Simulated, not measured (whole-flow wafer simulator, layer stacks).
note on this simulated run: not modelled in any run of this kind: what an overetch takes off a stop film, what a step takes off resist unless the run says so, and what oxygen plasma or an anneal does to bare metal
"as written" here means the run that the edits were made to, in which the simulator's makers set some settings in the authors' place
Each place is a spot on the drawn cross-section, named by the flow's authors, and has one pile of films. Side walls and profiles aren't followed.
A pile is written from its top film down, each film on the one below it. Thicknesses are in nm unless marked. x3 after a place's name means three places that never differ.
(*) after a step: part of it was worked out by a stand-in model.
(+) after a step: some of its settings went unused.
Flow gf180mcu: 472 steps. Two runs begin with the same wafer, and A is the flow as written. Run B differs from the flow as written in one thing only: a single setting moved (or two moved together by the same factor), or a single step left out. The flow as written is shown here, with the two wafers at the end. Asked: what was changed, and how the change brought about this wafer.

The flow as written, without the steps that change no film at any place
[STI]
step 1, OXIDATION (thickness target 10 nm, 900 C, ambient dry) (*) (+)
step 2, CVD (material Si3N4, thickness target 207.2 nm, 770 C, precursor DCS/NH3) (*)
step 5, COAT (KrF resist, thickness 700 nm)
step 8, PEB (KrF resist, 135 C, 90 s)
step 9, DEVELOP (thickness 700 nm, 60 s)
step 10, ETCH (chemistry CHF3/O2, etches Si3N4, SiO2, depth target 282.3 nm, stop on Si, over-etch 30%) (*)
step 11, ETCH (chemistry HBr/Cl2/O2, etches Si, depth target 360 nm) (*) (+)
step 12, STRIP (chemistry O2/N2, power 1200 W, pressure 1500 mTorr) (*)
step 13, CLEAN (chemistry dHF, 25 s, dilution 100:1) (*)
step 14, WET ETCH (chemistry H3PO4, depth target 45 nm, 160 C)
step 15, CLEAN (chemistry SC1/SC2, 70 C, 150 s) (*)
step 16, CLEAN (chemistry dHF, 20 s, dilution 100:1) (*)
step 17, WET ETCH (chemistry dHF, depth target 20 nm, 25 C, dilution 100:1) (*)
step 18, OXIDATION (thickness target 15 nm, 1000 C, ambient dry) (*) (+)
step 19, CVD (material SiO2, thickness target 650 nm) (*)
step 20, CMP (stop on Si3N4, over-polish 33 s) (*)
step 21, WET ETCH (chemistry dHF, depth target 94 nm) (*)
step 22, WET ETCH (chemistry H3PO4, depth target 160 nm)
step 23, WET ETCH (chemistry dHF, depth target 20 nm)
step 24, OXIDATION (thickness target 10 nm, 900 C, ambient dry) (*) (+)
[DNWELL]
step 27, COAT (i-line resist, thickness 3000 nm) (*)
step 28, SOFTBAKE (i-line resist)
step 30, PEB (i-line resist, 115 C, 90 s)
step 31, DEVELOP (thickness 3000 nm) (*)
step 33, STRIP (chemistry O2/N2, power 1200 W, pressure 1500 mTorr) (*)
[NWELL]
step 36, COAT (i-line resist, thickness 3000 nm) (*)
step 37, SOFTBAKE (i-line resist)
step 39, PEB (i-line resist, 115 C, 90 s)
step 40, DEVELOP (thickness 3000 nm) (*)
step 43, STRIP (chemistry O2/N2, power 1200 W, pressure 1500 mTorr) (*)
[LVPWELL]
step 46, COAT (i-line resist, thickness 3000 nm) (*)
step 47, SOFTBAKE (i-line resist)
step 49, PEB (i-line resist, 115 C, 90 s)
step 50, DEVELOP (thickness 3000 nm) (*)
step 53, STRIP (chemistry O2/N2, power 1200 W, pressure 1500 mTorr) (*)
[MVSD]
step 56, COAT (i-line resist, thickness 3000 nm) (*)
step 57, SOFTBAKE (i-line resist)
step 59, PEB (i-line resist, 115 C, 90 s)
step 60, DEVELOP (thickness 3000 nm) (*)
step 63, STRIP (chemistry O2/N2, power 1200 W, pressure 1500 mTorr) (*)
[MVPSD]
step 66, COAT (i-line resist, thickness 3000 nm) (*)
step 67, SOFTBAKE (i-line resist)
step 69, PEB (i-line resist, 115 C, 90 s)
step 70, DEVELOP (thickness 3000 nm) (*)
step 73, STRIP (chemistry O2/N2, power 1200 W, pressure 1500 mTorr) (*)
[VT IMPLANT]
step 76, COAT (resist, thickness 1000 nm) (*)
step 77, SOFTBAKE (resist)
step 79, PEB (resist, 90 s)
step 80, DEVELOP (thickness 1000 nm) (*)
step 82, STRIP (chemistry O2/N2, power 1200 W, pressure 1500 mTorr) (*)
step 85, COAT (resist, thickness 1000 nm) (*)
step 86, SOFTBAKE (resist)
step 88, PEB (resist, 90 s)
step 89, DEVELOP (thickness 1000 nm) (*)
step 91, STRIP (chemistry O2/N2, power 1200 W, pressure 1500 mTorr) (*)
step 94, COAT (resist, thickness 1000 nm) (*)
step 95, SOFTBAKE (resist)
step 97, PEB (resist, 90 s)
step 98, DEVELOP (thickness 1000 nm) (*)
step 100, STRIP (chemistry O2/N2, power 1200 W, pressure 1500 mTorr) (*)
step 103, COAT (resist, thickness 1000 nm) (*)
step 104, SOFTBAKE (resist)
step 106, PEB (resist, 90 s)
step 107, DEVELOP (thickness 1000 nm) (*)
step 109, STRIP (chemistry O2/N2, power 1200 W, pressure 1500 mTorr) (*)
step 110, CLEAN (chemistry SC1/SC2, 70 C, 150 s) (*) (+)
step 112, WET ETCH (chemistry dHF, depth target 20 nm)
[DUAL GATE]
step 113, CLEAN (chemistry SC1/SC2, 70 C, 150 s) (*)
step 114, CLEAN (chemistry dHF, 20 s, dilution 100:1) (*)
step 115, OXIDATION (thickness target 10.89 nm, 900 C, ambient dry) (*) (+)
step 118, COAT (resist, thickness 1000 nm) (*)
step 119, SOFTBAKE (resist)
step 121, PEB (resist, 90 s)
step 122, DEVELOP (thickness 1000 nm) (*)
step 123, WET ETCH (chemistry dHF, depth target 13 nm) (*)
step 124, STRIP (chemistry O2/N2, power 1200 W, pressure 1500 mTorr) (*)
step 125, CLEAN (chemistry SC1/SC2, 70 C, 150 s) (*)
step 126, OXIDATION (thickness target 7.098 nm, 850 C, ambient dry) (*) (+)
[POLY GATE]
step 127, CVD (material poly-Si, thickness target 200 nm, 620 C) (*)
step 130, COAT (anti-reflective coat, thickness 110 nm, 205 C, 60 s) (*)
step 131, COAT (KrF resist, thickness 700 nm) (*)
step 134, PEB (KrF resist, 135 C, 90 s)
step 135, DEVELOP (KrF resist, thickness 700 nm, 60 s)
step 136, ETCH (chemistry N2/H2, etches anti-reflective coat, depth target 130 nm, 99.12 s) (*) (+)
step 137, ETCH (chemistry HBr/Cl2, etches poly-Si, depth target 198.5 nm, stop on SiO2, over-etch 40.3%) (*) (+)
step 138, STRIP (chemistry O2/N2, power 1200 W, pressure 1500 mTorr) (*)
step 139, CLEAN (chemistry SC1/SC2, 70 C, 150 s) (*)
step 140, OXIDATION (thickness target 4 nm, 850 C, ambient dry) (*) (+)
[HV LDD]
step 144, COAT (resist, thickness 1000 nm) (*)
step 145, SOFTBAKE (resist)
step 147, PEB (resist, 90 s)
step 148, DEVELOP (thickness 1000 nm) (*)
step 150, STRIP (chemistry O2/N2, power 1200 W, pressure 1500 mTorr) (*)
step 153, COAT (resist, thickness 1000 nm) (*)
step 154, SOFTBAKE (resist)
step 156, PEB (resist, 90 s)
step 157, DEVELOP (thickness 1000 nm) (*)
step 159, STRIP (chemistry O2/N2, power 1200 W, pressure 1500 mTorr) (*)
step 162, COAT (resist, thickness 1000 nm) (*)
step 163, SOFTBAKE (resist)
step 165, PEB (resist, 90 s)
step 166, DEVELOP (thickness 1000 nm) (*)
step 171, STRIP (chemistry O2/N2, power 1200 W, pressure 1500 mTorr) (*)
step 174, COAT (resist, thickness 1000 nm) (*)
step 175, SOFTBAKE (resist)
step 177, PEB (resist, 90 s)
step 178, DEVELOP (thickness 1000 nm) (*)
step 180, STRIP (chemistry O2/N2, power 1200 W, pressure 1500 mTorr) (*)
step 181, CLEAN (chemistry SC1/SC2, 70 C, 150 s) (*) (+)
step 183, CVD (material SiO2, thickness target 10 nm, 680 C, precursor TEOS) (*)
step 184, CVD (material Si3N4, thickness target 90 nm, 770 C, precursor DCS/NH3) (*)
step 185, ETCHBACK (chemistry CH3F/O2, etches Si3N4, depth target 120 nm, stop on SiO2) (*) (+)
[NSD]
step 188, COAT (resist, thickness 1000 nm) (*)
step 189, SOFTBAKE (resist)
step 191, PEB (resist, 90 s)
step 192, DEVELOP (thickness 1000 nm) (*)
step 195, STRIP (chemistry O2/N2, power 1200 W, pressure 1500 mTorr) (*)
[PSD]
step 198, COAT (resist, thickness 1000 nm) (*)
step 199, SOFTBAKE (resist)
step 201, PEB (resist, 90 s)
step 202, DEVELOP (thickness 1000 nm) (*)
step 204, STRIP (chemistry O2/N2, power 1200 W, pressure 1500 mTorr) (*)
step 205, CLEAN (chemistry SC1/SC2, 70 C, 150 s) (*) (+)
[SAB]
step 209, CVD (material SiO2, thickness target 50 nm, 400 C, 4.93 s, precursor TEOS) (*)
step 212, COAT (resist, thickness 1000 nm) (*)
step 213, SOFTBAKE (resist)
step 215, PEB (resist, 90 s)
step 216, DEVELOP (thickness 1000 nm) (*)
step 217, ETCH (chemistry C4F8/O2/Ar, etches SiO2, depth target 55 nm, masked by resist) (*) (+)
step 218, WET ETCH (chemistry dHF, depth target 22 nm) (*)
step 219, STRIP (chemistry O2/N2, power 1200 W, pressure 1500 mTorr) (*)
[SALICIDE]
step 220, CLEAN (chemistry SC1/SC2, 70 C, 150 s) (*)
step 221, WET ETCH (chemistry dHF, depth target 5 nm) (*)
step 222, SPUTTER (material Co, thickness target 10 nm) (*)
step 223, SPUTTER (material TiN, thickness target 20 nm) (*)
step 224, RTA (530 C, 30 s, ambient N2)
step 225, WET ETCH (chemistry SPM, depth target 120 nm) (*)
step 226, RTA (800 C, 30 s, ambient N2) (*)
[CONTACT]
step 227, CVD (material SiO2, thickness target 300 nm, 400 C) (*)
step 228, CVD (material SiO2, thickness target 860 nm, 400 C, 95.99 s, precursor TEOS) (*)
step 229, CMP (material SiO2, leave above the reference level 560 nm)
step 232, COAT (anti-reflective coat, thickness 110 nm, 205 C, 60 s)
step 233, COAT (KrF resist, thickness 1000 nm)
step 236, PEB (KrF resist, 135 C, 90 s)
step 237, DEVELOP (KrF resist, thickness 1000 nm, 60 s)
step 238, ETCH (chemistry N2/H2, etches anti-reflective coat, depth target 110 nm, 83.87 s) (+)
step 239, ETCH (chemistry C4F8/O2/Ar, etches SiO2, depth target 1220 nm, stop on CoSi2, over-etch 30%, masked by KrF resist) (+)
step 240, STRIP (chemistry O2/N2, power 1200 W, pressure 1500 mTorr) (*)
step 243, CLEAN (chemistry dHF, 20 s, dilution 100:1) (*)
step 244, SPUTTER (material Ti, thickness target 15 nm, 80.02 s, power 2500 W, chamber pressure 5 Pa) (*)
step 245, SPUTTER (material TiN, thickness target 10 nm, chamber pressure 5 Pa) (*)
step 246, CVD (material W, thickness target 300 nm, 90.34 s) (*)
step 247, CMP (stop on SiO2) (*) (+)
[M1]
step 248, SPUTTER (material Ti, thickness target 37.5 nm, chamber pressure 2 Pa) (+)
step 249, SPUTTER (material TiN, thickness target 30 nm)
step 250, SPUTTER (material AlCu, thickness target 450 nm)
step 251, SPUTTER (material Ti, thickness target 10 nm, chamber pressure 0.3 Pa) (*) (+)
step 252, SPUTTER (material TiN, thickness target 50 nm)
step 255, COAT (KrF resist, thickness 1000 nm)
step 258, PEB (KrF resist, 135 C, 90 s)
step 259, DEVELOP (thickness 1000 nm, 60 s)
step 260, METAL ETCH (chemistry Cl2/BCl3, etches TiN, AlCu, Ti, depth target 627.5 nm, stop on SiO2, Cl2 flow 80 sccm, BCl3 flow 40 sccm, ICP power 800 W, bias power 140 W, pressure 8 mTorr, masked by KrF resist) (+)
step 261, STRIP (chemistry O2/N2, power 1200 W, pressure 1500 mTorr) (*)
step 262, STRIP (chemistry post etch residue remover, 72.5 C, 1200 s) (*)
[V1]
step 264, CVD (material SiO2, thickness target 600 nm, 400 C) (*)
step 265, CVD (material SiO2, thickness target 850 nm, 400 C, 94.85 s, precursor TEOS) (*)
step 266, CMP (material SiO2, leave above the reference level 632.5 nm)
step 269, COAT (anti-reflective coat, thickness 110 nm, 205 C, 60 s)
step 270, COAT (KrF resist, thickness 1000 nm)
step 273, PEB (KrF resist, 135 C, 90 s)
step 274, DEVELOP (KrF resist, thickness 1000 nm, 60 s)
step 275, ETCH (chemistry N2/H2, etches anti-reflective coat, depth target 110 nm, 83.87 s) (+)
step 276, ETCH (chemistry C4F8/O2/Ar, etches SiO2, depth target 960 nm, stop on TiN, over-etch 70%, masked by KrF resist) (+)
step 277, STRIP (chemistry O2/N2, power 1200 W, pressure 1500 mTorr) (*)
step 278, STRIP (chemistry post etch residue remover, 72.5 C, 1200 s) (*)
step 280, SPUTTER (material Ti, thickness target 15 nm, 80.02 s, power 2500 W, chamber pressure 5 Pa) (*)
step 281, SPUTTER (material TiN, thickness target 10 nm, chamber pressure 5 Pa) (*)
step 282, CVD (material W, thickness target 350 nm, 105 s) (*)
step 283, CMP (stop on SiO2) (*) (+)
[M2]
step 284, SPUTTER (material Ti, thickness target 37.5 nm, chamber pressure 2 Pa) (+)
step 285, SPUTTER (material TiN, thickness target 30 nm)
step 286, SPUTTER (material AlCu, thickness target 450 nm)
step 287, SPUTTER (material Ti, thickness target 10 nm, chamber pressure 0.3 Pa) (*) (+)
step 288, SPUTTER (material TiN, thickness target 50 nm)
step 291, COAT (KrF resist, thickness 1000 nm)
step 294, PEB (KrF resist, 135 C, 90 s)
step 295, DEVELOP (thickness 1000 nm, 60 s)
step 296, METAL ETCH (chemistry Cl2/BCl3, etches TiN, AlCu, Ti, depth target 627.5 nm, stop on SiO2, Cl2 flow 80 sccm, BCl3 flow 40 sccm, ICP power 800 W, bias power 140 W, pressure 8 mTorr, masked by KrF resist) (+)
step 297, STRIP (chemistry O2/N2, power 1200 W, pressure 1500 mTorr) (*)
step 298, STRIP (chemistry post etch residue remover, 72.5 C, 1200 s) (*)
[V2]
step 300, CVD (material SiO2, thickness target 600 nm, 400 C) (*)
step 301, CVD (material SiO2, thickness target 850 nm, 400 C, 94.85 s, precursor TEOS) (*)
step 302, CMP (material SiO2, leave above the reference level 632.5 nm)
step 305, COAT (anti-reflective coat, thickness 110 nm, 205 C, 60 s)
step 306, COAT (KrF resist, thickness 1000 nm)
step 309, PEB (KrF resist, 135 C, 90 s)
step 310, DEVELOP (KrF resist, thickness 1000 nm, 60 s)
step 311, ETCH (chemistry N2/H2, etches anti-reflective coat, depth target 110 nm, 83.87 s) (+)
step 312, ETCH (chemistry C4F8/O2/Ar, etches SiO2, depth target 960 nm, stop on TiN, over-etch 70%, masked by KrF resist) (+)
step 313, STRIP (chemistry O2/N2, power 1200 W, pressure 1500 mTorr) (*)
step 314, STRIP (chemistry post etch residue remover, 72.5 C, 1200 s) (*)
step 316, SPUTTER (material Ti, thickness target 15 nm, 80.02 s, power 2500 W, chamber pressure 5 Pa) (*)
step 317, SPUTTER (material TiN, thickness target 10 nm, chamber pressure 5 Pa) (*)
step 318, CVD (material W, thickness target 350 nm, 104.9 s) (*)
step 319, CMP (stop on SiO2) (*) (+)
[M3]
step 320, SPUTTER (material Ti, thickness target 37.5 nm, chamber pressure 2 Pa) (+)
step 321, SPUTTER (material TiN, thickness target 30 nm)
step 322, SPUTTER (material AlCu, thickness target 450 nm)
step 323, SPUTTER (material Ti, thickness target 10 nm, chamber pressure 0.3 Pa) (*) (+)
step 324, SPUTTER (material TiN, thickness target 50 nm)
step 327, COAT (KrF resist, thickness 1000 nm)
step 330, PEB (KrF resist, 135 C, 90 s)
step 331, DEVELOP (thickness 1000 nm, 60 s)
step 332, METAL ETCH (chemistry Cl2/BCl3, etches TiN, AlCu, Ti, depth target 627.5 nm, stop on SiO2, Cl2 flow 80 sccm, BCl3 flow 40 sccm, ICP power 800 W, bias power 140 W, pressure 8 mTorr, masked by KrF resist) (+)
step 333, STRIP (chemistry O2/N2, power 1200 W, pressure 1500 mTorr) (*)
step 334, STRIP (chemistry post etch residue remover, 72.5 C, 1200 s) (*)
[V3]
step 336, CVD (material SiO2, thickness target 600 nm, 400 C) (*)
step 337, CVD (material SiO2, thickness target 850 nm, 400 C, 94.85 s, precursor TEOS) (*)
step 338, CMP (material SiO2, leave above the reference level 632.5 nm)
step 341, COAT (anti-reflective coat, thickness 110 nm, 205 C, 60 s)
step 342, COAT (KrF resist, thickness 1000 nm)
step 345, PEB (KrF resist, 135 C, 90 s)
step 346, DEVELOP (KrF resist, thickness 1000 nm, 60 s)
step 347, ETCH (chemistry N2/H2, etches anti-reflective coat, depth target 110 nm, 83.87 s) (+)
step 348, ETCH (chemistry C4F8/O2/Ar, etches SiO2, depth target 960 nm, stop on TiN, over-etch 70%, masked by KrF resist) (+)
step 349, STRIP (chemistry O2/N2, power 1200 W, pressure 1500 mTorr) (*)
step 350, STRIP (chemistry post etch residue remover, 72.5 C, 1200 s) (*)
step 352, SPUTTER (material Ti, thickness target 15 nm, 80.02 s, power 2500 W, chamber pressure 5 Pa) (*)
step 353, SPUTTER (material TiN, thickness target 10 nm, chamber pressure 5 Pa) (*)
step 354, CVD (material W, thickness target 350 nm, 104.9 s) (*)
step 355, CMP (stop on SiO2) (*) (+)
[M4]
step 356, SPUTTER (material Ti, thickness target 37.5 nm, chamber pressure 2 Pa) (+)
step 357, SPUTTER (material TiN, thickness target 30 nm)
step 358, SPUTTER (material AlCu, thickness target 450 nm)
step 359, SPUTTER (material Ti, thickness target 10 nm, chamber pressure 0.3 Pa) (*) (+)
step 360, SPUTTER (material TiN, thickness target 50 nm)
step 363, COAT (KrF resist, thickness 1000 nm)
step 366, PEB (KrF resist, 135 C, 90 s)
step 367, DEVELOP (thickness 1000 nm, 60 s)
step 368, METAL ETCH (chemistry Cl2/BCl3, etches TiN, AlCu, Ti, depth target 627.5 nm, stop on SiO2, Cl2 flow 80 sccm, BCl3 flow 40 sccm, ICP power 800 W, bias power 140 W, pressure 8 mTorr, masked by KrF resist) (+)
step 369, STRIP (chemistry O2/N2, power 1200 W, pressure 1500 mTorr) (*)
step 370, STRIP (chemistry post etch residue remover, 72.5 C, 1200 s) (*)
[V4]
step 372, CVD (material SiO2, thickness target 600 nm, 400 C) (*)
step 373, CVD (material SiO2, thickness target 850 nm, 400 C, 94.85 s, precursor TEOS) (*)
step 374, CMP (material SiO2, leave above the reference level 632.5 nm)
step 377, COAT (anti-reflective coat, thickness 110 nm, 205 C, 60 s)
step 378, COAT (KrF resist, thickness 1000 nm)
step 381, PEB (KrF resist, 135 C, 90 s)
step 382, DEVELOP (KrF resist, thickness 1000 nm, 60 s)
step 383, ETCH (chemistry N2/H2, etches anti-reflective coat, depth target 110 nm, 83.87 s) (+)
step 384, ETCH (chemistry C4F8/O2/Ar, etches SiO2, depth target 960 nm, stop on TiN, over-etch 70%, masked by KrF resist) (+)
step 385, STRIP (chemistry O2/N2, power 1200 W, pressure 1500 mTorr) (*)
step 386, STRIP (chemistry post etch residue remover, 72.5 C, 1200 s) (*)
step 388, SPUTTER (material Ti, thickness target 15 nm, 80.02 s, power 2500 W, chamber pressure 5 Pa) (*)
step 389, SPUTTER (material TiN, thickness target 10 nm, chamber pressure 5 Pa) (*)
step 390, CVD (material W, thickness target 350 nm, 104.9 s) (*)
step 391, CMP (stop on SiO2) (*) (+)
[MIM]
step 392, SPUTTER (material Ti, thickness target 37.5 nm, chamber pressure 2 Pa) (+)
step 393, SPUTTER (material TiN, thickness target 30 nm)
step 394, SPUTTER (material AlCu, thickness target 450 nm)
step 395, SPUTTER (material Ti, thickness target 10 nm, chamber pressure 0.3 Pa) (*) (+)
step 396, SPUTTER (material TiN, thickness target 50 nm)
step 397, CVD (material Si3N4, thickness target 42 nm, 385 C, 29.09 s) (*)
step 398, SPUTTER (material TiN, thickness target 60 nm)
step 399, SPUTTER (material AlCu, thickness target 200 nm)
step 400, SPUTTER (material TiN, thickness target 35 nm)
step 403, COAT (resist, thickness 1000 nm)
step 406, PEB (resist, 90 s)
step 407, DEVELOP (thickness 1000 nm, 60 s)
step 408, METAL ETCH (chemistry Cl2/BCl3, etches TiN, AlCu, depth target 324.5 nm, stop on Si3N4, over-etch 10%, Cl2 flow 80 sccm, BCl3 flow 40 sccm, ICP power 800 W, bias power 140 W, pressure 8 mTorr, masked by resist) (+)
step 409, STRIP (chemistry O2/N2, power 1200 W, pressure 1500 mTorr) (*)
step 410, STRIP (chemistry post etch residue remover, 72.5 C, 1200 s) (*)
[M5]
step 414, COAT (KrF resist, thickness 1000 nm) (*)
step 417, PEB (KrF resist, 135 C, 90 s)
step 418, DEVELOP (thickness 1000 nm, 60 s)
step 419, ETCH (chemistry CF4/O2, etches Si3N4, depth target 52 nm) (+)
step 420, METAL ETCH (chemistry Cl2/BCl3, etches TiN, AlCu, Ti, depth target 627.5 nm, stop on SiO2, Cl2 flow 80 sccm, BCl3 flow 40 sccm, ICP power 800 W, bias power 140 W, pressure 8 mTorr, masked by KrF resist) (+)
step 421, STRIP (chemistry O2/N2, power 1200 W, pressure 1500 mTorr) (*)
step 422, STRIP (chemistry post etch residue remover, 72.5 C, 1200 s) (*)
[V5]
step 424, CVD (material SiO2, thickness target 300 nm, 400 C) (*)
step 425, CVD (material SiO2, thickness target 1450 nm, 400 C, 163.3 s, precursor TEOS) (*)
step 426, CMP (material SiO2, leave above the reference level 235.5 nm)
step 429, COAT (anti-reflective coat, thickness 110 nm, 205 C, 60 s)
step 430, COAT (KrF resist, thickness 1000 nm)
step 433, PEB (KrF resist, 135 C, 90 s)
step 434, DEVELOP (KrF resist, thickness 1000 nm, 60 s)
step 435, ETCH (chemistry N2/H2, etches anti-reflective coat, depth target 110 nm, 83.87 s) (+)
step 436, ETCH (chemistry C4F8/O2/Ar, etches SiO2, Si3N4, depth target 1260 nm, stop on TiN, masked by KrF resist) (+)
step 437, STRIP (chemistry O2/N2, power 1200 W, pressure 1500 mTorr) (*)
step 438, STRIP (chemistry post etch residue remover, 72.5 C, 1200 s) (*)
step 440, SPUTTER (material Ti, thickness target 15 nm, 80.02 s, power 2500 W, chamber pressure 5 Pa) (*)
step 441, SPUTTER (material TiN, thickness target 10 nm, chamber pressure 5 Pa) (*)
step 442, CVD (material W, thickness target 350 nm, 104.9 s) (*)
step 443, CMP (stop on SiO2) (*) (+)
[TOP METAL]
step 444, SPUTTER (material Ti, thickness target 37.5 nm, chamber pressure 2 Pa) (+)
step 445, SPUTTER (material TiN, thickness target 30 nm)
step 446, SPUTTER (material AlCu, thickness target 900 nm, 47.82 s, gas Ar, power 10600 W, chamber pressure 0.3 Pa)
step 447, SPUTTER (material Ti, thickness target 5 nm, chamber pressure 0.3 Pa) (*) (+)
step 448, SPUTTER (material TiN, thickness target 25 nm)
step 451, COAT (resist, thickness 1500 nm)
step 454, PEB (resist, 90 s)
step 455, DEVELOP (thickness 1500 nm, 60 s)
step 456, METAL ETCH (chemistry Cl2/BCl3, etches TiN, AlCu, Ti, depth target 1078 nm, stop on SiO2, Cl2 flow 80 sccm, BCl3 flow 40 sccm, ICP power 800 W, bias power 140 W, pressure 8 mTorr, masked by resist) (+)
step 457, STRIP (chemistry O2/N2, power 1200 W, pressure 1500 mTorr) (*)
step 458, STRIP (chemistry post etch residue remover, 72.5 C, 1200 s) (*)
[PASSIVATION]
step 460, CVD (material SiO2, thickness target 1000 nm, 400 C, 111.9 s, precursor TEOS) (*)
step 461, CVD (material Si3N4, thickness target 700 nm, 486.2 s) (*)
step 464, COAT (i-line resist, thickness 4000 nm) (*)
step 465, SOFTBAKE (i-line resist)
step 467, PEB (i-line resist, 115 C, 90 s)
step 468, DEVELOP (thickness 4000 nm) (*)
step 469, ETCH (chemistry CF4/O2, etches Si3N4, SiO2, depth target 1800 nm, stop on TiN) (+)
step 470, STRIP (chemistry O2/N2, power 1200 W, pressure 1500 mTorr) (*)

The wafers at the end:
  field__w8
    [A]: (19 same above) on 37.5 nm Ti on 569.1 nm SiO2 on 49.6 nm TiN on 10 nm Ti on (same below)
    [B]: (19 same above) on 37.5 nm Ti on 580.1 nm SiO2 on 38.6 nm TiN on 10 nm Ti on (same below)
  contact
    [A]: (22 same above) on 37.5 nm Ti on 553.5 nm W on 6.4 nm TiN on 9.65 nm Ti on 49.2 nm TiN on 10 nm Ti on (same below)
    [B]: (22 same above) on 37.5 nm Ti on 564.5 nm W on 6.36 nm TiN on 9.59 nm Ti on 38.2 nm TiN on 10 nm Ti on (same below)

Cause: step 324, SPUTTER: thickness target 39.06 nm was run, though the flow has thickness target 50 nm.

Step by step, how the change led to this:
  step 324, SPUTTER (material TiN, thickness target 50 nm)
      field, field__w1, field__w2 and 108 more: A TiN gains 50 (new film) | B TiN gains 39.1 (new film)
  step 332, METAL ETCH (chemistry Cl2/BCl3, etches TiN, AlCu, Ti, depth target 627.5 nm, stop on SiO2, Cl2 flow 80 sccm, BCl3 flow 40 sccm, ICP power 800 W, bias power 140 W, pressure 8 mTorr, masked by KrF resist) (+)
      field, field__w1, field__w2 and 103 more: A TiN loses 50 (all of it), Ti loses 10 (all of it), AlCu loses 450 (all of it), TiN loses 30 (all of it), Ti loses 37.5 (all of it) | B TiN loses 39.1 (all of it), Ti loses 10 (all of it), AlCu loses 450 (all of it), TiN loses 30 (all of it), Ti loses 37.5 (all of it)
